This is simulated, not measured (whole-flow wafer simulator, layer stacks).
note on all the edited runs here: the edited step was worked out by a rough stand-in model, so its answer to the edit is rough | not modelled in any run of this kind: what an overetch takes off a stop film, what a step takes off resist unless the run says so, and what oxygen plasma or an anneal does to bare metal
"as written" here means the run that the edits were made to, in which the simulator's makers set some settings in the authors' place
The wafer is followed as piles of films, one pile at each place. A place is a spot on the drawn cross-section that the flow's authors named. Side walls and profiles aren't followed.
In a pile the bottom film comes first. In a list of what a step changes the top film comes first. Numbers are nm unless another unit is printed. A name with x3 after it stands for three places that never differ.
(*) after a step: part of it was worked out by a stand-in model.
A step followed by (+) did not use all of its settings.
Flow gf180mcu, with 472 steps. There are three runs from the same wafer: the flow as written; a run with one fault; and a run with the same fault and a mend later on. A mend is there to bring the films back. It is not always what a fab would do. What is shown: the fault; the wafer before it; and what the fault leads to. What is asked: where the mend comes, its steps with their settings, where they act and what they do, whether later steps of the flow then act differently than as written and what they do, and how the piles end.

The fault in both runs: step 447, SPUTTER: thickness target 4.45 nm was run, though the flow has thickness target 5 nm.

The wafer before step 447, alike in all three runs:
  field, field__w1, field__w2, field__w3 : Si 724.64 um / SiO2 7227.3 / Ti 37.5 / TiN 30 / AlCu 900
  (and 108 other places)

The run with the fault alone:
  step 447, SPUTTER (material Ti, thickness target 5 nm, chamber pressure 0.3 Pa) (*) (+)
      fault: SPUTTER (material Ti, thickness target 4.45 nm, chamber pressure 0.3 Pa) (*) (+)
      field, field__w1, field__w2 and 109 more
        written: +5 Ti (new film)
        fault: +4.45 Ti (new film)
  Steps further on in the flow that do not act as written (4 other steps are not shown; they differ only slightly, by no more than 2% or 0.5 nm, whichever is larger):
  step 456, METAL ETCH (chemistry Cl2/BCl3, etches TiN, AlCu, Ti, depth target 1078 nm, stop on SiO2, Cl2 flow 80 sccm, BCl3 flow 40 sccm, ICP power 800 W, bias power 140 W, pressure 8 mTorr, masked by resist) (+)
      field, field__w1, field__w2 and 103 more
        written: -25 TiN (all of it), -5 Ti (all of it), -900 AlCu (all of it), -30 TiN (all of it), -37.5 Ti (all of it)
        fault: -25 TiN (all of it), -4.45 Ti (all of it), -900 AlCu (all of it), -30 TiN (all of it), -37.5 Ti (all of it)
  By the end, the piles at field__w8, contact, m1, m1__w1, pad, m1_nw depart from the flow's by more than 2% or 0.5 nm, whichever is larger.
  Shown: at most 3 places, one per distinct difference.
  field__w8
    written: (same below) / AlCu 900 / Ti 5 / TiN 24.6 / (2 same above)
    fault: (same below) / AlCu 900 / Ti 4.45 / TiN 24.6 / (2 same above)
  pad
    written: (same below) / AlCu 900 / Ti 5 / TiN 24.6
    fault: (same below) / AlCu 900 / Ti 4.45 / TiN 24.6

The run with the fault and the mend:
  The mend follows step 447.
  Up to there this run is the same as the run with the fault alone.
  step 447a, SPUTTER (material Ti, thickness target 0.55 nm, chamber pressure 0.3 Pa) (*) (+) (the flow's step 447, run once more with other settings)
      field, field__w1, field__w2 and 109 more
        +0.55 Ti
  Every later step of the flow that is run acts as written at every place that is followed.
  At every place that both follow, the piles at the end match the flow's.
